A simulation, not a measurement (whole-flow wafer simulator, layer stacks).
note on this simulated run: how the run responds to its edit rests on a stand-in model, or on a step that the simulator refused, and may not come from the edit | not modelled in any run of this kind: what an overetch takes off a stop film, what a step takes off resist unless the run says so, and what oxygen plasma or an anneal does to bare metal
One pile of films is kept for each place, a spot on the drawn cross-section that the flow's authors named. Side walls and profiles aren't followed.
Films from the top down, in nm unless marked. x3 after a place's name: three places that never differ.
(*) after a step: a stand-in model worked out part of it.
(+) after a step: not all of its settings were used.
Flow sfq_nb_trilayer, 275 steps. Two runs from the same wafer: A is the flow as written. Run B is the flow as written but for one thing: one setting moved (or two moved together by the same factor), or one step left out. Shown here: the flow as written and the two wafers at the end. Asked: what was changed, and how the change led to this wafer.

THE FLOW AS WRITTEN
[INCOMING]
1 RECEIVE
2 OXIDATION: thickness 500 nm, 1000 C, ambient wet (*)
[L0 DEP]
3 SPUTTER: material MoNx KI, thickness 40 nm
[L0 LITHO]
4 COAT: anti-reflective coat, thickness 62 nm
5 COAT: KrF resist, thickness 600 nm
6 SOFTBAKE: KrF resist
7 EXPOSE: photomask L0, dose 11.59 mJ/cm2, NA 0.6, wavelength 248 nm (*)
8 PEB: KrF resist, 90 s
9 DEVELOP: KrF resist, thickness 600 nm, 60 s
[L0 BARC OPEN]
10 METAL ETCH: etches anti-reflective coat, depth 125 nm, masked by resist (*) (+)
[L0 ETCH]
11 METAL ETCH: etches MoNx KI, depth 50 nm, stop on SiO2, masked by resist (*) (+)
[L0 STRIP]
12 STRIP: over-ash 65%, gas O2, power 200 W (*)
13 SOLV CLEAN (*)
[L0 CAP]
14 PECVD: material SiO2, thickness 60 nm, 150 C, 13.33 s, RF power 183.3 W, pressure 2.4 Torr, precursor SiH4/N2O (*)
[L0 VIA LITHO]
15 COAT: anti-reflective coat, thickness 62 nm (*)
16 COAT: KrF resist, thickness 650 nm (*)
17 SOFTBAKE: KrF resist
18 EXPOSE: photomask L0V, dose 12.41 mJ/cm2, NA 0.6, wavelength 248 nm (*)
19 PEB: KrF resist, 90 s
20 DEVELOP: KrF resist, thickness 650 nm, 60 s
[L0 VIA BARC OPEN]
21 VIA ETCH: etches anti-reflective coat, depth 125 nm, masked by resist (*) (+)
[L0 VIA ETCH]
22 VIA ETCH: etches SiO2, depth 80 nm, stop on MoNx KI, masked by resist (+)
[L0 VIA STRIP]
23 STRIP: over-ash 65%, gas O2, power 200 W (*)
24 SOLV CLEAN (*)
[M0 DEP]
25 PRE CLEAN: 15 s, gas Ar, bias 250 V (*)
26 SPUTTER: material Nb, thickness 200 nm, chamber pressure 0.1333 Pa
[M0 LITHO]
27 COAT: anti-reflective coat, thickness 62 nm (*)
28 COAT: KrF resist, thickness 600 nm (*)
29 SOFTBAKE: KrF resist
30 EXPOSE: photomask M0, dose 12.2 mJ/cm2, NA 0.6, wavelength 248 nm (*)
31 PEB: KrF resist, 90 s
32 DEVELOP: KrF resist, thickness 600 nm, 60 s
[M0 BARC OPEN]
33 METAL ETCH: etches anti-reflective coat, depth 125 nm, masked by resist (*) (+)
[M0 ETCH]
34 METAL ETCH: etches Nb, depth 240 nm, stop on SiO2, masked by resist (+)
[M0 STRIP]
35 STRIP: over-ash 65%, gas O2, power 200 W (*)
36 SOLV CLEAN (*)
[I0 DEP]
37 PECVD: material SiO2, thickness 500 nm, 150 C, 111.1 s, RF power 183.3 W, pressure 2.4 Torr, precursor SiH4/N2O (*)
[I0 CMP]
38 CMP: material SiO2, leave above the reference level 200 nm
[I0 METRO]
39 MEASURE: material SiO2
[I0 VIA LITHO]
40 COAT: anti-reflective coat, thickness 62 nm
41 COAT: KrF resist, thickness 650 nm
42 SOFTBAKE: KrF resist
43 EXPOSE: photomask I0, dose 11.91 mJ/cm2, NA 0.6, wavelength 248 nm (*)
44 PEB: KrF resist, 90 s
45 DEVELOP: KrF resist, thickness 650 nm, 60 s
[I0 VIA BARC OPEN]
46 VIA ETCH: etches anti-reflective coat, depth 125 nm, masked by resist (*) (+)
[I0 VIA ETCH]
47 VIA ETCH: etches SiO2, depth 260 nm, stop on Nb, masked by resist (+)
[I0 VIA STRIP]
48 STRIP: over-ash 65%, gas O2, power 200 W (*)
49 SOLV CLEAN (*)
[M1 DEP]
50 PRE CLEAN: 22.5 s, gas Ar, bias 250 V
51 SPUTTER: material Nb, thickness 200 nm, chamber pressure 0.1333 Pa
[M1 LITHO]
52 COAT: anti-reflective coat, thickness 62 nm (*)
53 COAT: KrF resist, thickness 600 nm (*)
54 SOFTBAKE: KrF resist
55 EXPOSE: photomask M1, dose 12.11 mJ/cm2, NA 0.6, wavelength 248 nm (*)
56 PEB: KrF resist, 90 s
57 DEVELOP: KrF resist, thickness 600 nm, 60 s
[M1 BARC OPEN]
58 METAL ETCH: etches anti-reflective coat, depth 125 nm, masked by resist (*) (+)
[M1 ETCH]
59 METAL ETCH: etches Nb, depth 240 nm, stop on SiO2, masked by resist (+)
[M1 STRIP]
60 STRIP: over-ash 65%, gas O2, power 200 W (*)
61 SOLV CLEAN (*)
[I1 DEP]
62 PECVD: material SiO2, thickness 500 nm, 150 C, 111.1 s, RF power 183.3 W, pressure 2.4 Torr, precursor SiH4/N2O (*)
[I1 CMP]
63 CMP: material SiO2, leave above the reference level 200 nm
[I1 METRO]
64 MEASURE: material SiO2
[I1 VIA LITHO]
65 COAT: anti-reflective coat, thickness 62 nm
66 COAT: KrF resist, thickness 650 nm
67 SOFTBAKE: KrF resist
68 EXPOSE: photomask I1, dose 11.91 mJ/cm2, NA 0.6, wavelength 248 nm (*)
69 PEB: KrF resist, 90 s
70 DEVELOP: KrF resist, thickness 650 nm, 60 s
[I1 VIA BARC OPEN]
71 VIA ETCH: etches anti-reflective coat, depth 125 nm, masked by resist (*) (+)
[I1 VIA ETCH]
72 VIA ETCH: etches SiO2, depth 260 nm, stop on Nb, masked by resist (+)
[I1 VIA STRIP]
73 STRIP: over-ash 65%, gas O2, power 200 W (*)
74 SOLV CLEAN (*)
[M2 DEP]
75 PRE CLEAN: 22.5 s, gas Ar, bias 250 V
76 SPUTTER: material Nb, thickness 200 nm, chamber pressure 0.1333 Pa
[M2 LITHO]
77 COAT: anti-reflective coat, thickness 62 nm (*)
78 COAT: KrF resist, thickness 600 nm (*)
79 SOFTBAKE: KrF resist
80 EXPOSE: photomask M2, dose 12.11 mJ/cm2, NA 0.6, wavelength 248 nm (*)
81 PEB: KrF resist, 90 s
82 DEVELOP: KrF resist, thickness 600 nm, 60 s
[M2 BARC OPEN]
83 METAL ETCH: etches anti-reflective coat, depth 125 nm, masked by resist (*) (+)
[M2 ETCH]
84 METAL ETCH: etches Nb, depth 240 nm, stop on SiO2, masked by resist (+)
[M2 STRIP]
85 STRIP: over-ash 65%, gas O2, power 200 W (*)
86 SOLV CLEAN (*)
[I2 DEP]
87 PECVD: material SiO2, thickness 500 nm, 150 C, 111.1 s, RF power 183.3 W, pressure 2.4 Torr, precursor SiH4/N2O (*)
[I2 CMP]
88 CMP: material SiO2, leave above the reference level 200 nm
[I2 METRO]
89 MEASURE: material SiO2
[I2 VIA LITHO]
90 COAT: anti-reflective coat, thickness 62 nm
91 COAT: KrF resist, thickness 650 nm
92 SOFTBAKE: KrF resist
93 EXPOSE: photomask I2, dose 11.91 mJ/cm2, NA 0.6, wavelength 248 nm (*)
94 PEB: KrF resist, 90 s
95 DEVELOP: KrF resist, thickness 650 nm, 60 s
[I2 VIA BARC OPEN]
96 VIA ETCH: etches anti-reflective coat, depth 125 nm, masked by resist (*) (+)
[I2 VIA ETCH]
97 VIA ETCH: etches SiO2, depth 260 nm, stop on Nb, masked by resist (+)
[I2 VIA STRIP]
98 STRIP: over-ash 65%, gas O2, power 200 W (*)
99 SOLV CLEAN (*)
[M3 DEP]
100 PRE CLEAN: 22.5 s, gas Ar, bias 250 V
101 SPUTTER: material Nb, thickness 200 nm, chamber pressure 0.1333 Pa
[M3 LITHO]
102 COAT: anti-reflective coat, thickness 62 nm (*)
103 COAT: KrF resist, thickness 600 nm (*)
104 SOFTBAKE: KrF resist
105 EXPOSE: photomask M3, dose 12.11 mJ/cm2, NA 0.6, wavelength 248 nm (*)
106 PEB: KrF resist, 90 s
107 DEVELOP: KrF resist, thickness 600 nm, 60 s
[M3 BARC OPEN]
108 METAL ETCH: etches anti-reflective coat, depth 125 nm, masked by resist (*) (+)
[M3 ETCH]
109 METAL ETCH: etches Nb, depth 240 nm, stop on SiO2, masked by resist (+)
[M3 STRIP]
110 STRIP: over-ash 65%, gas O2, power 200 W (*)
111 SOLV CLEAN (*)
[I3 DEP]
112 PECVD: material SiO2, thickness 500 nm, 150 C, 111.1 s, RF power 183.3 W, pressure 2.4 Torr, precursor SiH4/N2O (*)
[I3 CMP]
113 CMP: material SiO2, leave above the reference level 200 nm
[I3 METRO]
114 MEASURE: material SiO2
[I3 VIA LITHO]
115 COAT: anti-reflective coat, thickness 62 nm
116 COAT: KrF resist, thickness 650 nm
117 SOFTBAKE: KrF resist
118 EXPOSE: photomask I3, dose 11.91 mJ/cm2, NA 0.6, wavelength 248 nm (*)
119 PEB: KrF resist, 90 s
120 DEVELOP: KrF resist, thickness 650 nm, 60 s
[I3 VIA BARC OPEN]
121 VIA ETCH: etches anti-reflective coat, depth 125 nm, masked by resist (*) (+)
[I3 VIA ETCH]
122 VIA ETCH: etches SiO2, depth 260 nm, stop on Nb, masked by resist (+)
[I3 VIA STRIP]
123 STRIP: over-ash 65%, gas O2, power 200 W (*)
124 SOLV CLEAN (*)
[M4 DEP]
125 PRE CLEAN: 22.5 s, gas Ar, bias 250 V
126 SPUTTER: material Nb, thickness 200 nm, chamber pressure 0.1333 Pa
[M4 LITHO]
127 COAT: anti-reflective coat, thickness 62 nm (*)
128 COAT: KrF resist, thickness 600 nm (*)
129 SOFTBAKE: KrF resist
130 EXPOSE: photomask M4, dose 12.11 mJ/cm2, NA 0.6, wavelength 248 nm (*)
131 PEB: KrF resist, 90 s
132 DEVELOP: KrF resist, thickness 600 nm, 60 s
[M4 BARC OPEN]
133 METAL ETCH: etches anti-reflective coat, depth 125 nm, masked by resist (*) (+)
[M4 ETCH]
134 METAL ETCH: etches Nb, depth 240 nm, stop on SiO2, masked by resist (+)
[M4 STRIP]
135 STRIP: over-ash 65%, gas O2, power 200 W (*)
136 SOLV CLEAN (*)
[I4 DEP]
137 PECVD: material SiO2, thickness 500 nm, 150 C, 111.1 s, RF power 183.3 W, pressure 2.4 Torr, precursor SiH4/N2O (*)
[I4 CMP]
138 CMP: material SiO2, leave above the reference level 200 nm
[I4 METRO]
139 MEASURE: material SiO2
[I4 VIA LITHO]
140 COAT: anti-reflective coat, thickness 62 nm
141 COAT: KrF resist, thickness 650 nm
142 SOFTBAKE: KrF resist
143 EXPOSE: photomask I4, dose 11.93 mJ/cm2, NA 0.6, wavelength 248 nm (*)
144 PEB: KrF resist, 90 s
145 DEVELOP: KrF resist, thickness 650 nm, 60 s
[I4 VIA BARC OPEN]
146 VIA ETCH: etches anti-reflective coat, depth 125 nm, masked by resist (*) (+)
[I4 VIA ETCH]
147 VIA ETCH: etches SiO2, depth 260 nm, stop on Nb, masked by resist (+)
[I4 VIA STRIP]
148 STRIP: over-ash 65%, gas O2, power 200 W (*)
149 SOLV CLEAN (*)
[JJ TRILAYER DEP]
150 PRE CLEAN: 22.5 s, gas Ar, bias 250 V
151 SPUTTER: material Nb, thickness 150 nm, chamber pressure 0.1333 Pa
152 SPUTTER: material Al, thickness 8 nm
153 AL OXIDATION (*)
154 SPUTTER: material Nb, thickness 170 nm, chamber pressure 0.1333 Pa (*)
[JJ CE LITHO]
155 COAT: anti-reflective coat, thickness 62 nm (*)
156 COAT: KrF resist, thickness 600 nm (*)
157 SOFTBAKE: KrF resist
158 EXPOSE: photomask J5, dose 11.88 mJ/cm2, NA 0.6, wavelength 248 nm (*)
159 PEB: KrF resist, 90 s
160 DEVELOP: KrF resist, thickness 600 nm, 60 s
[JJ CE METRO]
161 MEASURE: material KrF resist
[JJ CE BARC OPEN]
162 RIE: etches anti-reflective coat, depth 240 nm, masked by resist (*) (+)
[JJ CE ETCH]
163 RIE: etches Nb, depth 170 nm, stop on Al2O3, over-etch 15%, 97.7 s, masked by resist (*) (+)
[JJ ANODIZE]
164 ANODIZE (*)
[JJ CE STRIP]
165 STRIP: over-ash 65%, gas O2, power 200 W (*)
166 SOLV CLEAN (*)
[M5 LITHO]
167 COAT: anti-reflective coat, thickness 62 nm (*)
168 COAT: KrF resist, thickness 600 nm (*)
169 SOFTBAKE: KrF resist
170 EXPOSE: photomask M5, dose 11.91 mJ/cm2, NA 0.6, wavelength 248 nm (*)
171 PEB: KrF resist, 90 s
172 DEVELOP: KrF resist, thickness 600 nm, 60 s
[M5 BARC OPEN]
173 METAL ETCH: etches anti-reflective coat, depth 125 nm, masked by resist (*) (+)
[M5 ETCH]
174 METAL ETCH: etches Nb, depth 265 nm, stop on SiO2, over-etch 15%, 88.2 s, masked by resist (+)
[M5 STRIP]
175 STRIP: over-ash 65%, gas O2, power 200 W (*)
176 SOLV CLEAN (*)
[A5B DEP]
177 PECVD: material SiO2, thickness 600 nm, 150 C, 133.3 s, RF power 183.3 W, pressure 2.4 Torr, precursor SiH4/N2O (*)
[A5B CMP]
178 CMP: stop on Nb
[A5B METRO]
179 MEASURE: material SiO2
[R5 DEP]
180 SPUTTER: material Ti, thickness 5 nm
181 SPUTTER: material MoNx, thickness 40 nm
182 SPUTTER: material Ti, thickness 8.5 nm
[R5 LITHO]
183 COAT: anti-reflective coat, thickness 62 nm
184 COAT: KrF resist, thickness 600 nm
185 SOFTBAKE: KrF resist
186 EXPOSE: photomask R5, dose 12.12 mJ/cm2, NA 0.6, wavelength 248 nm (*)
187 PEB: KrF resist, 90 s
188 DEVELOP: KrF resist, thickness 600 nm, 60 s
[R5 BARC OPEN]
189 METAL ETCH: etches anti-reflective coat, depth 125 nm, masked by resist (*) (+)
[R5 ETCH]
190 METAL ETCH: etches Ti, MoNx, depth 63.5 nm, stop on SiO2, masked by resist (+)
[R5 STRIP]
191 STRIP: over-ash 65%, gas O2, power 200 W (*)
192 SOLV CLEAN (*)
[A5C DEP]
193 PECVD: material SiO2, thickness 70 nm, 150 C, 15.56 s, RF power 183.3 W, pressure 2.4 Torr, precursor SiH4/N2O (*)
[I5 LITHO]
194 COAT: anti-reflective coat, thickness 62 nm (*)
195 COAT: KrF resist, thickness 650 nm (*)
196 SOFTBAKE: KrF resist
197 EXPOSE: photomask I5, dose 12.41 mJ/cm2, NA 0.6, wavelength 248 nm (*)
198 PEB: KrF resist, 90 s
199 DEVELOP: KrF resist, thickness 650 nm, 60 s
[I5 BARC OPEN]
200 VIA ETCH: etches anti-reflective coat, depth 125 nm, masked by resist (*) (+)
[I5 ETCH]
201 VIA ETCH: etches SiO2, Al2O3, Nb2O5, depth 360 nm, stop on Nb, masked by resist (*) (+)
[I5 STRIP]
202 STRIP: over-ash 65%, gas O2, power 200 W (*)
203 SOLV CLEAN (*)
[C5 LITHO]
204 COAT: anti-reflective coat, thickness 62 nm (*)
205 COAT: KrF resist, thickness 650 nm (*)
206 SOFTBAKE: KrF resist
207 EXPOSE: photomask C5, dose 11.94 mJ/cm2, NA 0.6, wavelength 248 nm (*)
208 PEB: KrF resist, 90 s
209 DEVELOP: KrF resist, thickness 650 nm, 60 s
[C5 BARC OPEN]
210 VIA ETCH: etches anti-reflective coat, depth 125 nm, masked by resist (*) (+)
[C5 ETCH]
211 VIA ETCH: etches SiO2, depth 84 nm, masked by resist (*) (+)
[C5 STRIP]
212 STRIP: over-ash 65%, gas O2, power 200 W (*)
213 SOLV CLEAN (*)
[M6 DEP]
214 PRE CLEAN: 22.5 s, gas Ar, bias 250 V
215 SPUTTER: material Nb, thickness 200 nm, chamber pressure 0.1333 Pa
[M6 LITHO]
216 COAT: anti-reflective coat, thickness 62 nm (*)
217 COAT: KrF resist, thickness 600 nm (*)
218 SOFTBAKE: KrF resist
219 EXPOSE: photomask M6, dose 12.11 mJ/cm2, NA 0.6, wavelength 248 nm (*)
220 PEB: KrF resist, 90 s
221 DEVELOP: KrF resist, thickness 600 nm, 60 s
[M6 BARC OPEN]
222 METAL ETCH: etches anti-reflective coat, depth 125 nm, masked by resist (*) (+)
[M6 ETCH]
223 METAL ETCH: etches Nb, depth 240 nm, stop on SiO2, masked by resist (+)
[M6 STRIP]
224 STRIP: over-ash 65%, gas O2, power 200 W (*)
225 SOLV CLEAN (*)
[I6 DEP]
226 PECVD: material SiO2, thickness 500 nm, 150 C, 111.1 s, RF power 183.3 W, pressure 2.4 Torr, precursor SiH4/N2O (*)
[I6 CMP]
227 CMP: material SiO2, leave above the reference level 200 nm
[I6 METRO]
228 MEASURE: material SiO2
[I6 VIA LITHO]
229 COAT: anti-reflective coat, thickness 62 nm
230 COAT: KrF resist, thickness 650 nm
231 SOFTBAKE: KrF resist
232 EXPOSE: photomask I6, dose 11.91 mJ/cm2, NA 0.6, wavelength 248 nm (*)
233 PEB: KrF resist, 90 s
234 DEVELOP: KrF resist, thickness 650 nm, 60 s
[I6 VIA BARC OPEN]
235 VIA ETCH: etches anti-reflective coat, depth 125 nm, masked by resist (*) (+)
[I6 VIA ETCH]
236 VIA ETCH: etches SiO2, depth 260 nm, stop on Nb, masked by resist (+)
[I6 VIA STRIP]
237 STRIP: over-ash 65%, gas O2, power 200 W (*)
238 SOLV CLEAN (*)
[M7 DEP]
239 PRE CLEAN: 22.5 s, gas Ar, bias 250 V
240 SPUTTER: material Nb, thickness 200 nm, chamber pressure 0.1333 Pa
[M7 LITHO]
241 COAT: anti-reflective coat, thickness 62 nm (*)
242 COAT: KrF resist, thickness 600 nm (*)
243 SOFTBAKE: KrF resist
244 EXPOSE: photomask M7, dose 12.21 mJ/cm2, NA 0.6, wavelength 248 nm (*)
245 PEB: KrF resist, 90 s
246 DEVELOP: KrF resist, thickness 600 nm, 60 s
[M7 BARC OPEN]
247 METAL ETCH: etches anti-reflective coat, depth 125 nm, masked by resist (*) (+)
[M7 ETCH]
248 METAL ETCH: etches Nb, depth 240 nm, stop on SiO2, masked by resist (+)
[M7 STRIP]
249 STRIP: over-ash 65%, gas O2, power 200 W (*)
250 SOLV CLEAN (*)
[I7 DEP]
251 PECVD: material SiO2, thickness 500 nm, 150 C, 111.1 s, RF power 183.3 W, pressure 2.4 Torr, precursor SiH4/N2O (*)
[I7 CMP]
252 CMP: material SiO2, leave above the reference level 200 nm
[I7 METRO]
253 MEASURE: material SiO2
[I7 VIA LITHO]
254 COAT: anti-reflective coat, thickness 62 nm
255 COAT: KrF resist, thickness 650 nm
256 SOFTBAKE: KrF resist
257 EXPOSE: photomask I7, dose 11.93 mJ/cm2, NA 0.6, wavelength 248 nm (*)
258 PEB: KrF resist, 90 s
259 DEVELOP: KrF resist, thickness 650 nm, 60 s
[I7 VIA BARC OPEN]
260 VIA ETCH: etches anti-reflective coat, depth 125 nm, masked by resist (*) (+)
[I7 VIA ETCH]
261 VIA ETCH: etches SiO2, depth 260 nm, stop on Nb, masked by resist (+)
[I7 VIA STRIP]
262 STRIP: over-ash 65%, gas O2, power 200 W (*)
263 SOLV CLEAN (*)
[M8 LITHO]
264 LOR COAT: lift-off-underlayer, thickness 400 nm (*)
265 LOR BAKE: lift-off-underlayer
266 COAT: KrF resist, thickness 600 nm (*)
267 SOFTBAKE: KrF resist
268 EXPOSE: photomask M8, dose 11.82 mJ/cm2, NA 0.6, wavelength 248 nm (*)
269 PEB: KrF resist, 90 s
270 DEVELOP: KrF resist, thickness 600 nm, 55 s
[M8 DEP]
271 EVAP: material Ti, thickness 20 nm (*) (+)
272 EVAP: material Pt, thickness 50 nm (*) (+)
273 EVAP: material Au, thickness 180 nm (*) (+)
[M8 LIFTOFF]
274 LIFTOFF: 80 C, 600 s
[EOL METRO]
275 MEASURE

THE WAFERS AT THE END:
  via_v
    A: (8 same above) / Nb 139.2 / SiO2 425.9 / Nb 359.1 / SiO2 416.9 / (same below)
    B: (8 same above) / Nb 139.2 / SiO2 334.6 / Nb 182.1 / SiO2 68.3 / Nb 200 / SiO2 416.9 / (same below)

The cause: step 122, VIA ETCH: depth 124 nm was run, where the flow has depth 260 nm.

How the change led to this, step by step:
  122 VIA ETCH: etches SiO2, depth 260 nm, stop on Nb, masked by resist (+)
      via_v: A SiO2 -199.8 (all of it) | B SiO2 -124
      field_l, v_sur, via_wl and 102 more: A KrF resist -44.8 | B KrF resist -21.4
  123 STRIP: over-ash 65%, gas O2, power 200 W (*)
      field_l, v_sur, via_wl and 102 more: A KrF resist -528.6 (all of it), anti-reflective coat -62 (all of it) | B KrF resist -552.1 (all of it), anti-reflective coat -62 (all of it)
  125 PRE CLEAN: 22.5 s, gas Ar, bias 250 V
      via_v: A Nb -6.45 | B SiO2 -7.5
  126 SPUTTER: material Nb, thickness 200 nm, chamber pressure 0.1333 Pa
      via_v: A Nb +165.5 | B Nb +182.1 (new film)
  127 COAT: anti-reflective coat, thickness 62 nm (*)
      via_sp: A anti-reflective coat +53 (new film) | B anti-reflective coat +54.5 (new film)
      via_v: A anti-reflective coat +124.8 (new film) | B anti-reflective coat +107.7 (new film)
      (and at 1 more place)
  128 COAT: KrF resist, thickness 600 nm (*)
      via_v: A KrF resist +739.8 (new film) | B KrF resist +677.8 (new film)
  135 STRIP: over-ash 65%, gas O2, power 200 W (*)
      via_sp: A KrF resist -373.9 (all of it), anti-reflective coat -53 (all of it) | B KrF resist -379 (all of it), anti-reflective coat -54.5 (all of it)
      via_v: A KrF resist -521.8 (all of it), anti-reflective coat -124.8 (all of it) | B KrF resist -460 (all of it), anti-reflective coat -107.7 (all of it)
      (and at 1 more place)
  137 PECVD: material SiO2, thickness 500 nm, 150 C, 111.1 s, RF power 183.3 W, pressure 2.4 Torr, precursor SiH4/N2O (*)
      via_v: A SiO2 +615 (new film) | B SiO2 +500 (new film)
  138 CMP: material SiO2, leave above the reference level 200 nm
      via_v: A SiO2 -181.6 | B SiO2 -157.9
Counting metal films that touch as one body, via_v has 7 bodies (between them, from the top down: SiO2 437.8; SiO2 209 / Al2O3 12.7 / Nb2O5 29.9; SiO2 334.6; SiO2 68.3; SiO2 416.9; SiO2 192.5); the flow as written gives 6 bodies (between them, from the top down: SiO2 437.8; SiO2 209 / Al2O3 12.7 / Nb2O5 29.9; SiO2 425.9; SiO2 416.9; SiO2 192.5).
